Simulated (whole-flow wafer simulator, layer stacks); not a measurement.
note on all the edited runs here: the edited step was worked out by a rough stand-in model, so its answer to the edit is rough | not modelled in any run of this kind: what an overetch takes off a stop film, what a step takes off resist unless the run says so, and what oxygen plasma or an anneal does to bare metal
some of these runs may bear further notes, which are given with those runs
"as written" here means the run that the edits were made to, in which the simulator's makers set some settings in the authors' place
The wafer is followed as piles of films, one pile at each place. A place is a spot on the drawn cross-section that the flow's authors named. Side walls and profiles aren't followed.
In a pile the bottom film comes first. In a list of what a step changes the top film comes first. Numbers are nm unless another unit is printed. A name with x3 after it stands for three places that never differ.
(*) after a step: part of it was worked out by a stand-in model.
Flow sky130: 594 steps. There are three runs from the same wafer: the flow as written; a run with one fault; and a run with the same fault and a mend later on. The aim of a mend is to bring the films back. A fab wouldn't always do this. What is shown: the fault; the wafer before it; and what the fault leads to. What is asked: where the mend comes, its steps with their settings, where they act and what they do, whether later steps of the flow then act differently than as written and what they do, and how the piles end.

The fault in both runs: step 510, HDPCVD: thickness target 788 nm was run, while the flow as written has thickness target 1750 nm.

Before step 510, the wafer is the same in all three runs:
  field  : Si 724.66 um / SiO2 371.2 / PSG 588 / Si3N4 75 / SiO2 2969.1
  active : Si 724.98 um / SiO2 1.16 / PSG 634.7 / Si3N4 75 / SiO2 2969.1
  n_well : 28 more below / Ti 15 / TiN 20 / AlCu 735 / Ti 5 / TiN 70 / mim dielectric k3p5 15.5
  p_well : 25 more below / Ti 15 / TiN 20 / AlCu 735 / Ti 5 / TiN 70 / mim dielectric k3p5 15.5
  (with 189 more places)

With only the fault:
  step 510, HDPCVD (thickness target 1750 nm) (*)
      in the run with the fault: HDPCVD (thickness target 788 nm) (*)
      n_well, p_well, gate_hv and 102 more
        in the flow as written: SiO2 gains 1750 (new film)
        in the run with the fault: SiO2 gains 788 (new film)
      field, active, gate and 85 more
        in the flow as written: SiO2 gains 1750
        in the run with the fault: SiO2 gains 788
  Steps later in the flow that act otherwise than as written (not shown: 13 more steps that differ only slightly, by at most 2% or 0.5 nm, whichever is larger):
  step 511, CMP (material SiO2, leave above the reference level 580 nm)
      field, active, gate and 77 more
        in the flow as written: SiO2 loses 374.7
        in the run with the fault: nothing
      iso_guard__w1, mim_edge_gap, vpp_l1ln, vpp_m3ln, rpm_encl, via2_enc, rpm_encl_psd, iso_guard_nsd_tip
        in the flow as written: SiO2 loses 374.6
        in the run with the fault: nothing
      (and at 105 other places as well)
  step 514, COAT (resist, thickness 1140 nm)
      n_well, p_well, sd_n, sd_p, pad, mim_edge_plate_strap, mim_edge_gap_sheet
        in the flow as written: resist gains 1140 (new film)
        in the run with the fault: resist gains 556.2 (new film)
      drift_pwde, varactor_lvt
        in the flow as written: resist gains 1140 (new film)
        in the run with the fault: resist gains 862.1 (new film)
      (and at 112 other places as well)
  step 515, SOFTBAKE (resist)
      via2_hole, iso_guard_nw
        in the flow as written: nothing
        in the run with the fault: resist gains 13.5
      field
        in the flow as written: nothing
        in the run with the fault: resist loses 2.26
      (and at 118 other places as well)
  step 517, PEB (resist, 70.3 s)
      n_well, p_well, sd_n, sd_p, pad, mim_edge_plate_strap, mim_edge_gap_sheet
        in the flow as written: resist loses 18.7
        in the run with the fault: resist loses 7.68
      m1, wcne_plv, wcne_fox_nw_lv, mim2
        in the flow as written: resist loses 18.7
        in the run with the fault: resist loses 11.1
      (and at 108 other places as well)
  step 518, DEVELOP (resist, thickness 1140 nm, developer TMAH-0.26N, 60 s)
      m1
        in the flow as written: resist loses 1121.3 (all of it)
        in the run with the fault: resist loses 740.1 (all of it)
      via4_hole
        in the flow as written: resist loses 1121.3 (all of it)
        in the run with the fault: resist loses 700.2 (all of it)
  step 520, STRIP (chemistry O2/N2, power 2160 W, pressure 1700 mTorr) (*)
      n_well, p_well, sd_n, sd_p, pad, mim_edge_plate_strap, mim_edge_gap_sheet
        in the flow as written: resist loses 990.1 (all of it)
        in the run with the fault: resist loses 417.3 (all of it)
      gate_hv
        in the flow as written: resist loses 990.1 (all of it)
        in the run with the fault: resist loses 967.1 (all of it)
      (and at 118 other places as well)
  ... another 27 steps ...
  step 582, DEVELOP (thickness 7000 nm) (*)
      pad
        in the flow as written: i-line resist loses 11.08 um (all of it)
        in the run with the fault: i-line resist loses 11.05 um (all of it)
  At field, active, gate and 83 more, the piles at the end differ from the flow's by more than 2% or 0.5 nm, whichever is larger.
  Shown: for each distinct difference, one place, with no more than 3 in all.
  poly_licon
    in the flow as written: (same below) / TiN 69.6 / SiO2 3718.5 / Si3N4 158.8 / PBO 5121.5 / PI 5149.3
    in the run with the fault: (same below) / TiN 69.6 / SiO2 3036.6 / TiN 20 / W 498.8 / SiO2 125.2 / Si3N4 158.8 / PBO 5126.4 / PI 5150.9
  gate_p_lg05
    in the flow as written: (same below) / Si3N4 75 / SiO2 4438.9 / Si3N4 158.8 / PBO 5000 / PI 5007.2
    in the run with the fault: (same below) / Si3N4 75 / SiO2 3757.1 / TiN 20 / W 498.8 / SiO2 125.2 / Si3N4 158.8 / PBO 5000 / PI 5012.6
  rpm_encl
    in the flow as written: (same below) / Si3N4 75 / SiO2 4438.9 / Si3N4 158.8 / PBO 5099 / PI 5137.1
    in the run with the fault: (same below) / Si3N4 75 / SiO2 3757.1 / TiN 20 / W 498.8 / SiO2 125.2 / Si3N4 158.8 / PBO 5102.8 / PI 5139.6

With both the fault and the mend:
  The mend follows step 510.
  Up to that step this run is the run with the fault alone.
  step 510a, HDPCVD (thickness target 962 nm) (*) (a further turn of the flow's step 510, with different settings)
      field, active, n_well and 190 more
        SiO2 gains 962
  Later steps of the flow that are run all act as written at every place that is followed.
  At every place that both follow, the piles at the end match the flow's.
